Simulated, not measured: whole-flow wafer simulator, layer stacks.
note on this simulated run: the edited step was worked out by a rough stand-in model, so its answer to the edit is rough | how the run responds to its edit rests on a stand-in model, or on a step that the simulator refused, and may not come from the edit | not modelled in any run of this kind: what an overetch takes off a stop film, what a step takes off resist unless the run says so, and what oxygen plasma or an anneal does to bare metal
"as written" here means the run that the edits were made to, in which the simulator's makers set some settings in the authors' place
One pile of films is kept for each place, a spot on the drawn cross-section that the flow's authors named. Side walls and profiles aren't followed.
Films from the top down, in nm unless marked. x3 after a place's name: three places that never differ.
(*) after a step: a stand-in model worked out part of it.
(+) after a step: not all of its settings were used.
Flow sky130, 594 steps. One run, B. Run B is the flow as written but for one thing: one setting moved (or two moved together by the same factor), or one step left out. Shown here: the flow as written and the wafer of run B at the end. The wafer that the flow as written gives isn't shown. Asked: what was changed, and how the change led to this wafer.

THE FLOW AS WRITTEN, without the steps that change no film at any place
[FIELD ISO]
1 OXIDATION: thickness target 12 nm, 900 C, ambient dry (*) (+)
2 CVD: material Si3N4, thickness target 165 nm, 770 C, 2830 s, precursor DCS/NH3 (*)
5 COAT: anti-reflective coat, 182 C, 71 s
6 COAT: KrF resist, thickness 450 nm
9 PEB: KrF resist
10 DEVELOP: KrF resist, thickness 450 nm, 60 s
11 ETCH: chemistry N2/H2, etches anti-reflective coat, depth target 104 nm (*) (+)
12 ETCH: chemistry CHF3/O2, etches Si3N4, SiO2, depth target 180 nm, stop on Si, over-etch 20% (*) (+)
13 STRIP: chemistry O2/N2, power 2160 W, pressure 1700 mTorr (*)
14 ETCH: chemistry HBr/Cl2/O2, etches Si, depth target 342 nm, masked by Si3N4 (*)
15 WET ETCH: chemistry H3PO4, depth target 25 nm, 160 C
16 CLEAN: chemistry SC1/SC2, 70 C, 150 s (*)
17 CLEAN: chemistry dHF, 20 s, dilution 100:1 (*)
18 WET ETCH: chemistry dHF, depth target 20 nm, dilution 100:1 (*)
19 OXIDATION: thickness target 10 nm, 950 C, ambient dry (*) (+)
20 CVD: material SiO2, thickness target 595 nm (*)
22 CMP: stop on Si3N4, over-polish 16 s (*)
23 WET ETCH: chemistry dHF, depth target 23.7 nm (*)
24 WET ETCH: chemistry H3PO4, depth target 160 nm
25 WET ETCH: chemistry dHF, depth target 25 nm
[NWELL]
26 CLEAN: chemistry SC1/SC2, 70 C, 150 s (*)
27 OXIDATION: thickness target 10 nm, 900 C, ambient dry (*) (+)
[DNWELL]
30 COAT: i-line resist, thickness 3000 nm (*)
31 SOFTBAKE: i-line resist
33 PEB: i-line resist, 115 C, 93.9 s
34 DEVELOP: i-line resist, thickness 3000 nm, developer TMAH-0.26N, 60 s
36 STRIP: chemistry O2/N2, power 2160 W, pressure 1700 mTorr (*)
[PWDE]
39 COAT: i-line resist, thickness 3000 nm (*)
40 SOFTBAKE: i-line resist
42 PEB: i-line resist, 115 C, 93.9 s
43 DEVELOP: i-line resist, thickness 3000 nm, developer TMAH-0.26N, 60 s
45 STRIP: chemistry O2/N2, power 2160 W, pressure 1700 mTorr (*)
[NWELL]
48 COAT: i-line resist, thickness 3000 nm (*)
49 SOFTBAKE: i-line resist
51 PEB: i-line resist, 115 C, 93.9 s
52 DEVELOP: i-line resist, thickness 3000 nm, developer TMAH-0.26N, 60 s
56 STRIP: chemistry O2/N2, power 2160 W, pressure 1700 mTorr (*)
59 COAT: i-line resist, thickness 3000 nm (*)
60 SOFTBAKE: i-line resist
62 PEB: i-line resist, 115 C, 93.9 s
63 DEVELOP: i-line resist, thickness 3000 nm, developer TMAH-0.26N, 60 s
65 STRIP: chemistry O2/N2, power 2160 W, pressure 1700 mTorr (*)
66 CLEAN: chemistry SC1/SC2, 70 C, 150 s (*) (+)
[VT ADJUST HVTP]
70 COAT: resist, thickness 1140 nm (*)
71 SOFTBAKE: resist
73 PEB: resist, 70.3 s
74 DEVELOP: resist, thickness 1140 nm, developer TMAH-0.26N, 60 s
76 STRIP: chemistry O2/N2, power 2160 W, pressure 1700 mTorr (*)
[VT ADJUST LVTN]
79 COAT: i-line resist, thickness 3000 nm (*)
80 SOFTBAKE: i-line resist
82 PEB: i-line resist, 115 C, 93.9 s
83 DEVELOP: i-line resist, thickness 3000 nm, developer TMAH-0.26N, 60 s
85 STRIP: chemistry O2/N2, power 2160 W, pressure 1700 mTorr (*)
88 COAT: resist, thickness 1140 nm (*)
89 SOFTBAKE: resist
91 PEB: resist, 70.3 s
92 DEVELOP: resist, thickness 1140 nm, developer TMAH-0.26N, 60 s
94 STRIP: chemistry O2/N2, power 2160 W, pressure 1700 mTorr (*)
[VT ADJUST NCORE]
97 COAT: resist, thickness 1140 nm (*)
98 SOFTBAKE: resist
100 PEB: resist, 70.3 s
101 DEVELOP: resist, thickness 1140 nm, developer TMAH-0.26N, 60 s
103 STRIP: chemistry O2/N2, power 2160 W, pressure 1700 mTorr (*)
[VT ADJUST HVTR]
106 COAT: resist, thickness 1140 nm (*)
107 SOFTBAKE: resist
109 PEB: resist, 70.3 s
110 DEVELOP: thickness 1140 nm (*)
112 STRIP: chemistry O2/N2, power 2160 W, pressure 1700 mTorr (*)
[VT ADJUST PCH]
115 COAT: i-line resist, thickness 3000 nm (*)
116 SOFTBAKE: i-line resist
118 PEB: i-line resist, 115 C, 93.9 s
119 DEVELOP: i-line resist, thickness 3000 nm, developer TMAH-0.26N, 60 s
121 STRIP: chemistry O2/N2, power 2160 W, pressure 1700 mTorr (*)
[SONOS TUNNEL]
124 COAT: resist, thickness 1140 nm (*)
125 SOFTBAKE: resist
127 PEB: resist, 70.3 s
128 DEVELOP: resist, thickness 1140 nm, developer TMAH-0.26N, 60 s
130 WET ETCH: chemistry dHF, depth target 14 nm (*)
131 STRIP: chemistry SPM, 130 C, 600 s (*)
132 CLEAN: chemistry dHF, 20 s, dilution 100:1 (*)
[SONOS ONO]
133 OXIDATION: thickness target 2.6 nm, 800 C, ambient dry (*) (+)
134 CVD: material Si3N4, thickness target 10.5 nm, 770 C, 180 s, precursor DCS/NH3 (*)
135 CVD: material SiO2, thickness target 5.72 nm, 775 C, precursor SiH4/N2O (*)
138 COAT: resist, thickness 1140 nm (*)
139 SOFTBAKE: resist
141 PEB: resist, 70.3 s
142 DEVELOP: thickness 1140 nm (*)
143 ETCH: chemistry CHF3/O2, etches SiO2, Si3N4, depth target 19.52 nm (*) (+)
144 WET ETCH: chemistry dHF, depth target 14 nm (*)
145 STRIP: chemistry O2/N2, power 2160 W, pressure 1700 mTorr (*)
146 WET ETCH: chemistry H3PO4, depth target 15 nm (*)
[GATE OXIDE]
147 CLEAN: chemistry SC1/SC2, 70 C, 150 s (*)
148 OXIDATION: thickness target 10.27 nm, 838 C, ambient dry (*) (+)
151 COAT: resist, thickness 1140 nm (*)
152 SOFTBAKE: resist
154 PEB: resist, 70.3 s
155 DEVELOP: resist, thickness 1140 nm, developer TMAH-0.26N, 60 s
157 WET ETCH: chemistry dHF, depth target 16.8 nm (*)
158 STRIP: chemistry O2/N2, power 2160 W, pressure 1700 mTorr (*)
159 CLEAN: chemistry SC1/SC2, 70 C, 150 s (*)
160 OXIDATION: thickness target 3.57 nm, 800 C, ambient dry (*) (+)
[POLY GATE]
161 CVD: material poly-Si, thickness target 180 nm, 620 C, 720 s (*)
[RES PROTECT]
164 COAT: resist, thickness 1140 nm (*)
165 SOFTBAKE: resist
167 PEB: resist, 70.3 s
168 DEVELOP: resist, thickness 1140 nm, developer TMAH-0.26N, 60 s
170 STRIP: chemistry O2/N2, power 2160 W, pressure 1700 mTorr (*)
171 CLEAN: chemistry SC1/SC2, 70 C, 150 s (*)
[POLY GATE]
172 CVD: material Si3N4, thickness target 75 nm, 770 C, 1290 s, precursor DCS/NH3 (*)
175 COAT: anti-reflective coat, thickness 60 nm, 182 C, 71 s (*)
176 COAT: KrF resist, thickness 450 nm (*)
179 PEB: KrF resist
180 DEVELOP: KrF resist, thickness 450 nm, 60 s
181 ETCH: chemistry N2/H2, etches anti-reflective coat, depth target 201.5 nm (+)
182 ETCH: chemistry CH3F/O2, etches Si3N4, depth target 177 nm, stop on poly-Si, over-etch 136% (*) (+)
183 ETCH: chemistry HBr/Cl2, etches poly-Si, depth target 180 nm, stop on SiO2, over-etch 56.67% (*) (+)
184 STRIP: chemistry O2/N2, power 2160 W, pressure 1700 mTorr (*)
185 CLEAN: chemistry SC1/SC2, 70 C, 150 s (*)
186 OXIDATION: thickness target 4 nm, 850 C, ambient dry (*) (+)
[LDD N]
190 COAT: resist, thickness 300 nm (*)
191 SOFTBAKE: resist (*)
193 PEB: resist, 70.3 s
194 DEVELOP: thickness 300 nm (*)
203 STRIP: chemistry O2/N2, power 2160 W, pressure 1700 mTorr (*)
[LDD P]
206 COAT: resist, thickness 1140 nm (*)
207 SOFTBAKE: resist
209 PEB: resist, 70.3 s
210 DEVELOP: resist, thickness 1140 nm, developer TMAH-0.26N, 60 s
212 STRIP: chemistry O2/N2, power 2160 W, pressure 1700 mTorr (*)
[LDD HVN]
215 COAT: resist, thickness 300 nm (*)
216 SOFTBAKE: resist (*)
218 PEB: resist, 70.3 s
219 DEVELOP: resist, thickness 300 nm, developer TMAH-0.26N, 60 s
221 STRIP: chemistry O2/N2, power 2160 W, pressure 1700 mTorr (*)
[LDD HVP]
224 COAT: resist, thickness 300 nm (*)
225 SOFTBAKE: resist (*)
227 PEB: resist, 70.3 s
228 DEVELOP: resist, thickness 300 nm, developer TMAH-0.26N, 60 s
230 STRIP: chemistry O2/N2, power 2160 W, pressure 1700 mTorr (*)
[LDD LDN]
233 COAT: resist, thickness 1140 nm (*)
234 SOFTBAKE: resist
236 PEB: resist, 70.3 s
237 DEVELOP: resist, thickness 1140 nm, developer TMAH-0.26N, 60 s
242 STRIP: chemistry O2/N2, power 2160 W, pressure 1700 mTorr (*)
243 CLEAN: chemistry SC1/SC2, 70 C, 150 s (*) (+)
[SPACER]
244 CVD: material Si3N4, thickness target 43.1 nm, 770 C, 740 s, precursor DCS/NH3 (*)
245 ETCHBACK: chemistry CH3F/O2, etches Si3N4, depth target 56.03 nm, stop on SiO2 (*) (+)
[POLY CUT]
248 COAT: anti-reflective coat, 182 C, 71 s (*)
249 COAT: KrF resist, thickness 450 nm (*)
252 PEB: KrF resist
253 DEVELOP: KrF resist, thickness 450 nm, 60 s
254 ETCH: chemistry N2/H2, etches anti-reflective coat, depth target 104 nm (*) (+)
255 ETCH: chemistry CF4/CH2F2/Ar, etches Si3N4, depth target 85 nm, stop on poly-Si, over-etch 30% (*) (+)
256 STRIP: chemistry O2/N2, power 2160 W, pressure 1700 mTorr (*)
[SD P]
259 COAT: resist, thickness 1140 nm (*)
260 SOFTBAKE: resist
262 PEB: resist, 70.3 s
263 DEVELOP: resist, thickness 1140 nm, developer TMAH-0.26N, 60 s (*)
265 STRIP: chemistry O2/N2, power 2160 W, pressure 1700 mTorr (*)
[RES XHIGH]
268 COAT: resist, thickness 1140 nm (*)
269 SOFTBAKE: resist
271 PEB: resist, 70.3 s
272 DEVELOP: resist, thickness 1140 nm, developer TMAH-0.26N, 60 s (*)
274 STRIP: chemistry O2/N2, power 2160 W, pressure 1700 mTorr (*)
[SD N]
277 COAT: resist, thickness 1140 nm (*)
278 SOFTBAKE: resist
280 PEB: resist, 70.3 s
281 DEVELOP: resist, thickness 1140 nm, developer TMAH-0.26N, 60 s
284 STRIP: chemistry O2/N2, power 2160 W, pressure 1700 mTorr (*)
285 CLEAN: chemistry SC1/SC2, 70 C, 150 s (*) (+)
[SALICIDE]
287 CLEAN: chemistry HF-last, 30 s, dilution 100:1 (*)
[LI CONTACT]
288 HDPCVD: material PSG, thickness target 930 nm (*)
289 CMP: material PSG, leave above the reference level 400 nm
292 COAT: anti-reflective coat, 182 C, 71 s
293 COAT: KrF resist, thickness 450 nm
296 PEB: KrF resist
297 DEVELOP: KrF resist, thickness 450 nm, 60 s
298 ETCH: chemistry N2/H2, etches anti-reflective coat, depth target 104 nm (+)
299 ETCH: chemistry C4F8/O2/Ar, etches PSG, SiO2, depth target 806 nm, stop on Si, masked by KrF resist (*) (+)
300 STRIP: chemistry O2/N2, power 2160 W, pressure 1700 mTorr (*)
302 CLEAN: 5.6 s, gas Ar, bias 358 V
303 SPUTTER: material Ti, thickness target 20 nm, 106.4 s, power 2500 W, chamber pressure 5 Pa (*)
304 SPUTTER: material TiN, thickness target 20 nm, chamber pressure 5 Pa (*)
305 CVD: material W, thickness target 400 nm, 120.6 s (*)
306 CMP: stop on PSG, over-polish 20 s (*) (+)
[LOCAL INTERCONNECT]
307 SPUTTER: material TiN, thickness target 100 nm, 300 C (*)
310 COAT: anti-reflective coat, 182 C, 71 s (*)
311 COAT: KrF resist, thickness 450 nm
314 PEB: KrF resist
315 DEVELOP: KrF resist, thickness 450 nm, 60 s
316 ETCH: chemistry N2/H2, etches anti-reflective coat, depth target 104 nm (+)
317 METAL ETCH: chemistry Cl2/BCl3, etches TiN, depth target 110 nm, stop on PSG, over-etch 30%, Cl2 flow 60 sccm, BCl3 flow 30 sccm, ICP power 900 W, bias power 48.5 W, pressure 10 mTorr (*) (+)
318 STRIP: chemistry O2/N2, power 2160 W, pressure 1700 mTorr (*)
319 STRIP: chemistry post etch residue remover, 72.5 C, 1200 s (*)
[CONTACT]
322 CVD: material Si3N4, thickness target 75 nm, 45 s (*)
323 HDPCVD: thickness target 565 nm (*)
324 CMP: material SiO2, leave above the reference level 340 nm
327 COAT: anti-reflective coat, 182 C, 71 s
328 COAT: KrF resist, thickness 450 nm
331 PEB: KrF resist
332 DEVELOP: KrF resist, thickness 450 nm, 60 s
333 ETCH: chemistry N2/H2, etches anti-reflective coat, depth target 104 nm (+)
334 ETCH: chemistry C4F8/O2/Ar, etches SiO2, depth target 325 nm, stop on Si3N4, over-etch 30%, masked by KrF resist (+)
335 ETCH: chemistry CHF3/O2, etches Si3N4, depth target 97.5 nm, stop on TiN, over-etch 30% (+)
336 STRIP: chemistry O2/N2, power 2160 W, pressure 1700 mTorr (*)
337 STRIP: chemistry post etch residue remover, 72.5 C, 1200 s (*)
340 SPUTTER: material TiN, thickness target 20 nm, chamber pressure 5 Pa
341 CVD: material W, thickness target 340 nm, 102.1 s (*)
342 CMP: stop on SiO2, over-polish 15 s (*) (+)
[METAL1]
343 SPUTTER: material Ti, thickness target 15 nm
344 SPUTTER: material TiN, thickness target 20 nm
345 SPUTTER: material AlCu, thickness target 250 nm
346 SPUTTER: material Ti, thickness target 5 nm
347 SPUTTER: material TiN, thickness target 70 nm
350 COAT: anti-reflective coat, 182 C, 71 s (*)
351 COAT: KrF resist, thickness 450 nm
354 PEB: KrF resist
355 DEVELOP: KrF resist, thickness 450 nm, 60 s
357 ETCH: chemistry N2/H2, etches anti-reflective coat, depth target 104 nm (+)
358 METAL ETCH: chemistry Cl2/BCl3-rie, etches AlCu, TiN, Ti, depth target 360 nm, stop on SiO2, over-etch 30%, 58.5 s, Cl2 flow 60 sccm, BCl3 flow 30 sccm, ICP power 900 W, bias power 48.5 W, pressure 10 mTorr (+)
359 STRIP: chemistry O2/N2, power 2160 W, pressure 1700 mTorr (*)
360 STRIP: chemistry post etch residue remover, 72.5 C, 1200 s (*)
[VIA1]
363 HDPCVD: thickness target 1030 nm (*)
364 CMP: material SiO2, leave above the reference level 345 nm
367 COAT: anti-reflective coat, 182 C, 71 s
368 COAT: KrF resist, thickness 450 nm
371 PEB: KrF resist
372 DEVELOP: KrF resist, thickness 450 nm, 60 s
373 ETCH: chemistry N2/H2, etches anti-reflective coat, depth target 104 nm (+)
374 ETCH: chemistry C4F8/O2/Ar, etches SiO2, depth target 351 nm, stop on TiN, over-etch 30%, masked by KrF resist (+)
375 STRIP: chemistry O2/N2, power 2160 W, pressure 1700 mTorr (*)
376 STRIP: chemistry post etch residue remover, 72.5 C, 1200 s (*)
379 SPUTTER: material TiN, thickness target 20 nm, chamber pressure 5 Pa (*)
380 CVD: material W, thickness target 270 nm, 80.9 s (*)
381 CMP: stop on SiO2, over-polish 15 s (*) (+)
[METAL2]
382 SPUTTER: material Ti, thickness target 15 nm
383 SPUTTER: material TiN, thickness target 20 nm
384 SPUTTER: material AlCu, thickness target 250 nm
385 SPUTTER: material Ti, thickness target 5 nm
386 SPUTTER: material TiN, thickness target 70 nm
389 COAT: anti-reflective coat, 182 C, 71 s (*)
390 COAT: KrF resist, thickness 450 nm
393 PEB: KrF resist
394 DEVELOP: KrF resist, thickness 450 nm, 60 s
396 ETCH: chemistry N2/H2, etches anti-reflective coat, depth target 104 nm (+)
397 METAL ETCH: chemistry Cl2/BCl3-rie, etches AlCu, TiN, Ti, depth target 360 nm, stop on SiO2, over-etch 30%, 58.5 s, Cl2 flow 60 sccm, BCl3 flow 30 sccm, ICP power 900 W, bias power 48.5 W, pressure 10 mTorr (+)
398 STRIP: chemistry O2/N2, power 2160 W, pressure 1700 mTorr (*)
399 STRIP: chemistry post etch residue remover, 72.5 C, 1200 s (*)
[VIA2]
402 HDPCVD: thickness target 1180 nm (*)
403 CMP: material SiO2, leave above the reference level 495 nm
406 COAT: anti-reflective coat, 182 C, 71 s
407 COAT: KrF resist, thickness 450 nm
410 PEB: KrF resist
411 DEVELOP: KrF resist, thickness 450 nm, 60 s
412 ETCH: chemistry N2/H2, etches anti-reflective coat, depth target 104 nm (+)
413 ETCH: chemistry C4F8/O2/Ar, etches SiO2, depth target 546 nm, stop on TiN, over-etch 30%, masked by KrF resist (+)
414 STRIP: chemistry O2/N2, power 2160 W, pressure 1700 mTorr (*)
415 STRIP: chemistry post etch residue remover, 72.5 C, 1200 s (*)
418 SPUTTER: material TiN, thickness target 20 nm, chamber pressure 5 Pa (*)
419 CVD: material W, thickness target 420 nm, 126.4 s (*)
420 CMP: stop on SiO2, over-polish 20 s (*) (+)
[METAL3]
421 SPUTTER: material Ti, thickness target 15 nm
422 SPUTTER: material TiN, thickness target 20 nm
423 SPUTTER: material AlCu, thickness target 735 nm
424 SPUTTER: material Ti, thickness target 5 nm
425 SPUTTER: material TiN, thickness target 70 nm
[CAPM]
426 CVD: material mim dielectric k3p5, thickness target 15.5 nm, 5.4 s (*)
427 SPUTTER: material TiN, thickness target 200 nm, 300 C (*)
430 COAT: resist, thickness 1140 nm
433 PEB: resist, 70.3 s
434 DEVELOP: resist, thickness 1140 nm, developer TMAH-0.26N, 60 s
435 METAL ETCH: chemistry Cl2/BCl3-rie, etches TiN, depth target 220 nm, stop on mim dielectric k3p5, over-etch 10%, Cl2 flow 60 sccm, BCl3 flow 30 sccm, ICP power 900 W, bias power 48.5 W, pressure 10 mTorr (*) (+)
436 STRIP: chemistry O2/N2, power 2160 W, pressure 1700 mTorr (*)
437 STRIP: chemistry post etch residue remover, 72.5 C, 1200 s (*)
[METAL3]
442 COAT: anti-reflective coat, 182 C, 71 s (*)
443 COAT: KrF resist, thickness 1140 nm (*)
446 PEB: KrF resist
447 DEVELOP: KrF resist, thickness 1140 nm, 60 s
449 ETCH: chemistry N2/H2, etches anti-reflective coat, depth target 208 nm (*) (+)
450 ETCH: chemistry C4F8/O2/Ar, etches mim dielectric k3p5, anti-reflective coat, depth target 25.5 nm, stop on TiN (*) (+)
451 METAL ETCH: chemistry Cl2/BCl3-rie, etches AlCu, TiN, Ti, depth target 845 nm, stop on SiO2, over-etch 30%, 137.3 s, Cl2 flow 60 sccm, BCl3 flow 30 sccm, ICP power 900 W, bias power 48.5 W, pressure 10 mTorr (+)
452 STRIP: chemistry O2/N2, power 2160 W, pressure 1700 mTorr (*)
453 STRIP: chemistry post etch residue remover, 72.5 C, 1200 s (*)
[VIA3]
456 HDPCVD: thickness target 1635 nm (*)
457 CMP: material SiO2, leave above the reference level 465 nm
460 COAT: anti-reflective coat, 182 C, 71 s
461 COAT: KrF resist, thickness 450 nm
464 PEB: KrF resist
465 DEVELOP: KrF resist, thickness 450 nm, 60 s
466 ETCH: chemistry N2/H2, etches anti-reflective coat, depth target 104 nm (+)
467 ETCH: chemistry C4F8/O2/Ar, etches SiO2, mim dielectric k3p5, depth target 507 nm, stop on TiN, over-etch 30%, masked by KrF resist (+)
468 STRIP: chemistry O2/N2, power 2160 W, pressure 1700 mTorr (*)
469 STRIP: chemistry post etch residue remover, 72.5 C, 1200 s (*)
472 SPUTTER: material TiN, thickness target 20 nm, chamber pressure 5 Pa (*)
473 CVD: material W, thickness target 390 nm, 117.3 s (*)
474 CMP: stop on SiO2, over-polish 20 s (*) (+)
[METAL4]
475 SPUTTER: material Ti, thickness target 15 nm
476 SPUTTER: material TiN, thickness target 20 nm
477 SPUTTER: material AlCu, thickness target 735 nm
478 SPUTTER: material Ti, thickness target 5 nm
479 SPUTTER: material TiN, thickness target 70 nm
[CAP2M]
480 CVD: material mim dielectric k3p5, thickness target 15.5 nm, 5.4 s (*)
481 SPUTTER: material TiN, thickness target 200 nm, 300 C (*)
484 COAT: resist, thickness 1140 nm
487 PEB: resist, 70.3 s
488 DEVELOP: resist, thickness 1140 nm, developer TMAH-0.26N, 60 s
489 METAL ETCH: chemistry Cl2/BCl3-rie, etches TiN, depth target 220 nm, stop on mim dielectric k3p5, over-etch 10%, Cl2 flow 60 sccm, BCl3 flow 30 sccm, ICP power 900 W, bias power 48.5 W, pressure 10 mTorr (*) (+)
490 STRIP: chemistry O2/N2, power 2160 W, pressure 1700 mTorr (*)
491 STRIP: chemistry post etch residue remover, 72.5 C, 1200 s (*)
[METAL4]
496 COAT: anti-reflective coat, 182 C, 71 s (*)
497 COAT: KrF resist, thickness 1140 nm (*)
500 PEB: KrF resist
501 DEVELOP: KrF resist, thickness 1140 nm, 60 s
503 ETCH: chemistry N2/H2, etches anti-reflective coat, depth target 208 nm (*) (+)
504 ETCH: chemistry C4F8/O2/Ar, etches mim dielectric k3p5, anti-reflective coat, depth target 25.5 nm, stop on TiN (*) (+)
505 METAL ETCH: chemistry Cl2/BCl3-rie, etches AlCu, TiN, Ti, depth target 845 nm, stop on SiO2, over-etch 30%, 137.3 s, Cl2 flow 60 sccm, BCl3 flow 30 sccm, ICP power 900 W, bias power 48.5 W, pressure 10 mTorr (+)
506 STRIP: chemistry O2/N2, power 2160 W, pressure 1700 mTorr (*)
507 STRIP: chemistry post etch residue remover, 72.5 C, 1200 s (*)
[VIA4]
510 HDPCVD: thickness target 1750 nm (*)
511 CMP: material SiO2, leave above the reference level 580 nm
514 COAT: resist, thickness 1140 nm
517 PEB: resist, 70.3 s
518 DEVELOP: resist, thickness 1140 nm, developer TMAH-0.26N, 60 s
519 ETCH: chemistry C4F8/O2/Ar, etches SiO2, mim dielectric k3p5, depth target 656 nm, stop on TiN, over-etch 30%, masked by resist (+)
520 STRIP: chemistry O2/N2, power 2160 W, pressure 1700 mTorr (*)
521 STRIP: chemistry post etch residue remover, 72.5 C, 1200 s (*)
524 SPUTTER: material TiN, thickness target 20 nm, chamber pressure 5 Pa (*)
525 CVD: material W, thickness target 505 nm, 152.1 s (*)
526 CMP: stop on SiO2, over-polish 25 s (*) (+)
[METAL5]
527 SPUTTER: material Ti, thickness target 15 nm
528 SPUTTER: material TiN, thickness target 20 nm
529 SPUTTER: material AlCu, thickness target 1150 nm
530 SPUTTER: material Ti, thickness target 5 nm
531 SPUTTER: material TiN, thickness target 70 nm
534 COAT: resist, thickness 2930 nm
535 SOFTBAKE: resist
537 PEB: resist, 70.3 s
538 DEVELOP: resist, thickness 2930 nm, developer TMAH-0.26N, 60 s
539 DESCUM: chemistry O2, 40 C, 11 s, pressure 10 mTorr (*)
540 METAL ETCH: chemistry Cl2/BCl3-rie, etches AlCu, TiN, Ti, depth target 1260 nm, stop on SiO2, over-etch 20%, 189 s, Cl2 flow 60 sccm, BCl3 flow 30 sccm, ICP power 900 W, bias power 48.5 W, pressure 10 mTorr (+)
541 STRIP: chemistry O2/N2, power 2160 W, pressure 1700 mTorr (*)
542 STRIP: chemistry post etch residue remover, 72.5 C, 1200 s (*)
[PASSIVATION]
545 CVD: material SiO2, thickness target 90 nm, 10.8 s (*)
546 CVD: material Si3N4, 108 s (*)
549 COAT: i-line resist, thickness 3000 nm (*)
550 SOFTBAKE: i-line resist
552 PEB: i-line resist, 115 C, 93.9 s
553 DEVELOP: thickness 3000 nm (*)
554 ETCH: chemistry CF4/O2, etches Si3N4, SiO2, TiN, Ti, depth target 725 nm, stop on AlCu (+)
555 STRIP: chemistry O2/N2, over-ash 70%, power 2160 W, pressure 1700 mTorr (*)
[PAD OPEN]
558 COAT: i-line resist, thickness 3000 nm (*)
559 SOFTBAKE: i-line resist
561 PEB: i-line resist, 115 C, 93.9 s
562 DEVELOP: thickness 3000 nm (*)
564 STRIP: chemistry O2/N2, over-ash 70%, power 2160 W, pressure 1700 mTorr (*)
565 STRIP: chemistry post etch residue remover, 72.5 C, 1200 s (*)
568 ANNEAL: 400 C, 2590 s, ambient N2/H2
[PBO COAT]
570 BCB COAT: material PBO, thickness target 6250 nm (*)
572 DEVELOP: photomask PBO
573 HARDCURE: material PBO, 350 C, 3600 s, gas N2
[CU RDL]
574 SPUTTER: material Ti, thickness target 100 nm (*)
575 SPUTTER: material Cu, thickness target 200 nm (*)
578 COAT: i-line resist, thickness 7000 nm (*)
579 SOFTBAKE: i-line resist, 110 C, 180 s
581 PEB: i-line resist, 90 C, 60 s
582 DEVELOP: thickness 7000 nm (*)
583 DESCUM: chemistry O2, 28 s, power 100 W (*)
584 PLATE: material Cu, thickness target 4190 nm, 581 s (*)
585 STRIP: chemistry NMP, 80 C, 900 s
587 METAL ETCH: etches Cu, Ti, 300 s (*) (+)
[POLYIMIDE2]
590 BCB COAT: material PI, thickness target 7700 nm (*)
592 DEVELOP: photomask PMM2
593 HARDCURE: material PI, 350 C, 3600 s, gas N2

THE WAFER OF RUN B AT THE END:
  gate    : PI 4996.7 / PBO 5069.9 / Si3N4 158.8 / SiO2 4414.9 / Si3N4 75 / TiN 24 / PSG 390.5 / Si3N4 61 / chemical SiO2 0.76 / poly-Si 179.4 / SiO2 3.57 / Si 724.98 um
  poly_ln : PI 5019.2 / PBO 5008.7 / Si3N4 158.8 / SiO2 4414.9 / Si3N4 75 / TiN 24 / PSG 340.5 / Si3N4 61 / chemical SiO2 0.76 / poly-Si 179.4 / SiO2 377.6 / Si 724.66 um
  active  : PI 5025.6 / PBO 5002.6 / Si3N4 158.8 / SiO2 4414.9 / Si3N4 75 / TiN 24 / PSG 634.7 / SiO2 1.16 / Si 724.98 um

The cause: step 317, METAL ETCH: depth target 74.2 nm was run, where the flow has depth target 110 nm.

How the change led to this, step by step:
  317 METAL ETCH: chemistry Cl2/BCl3, etches TiN, depth target 110 nm, stop on PSG, over-etch 30%, Cl2 flow 60 sccm, BCl3 flow 30 sccm, ICP power 900 W, bias power 48.5 W, pressure 10 mTorr (*) (+)
      field, active, gate and 88 more: TiN -74.2 (as written it would be: TiN -98.7 (all of it))
      n_well, p_well, gate_hv and 97 more: KrF resist -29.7 (as written it would be: KrF resist -44)
  318 STRIP: chemistry O2/N2, power 2160 W, pressure 1700 mTorr (*)
      n_well, p_well, gate_hv and 88 more: KrF resist -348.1 (all of it), anti-reflective coat -80 (all of it) (as written it would be: KrF resist -333.8 (all of it), anti-reflective coat -80 (all of it))
      drift_dnw, nw_fld, nw_fld__w1, ndiff_licon_rim, pnp_par_nw: KrF resist -348.2 (all of it), anti-reflective coat -80 (all of it) (as written it would be: KrF resist -333.8 (all of it), anti-reflective coat -80 (all of it))
      (and at 4 more places)
  324 CMP: material SiO2, leave above the reference level 340 nm
      field, active, gate and 88 more: SiO2 -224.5 (as written it would be: SiO2 -200.4)
Counting metal films that touch as one body, gate has 1 body; the flow as written gives 0 bodies.
Counting metal films that touch as one body, poly_ln has 1 body; the flow as written gives 0 bodies.
Counting metal films that touch as one body, active has 1 body; the flow as written gives 0 bodies.
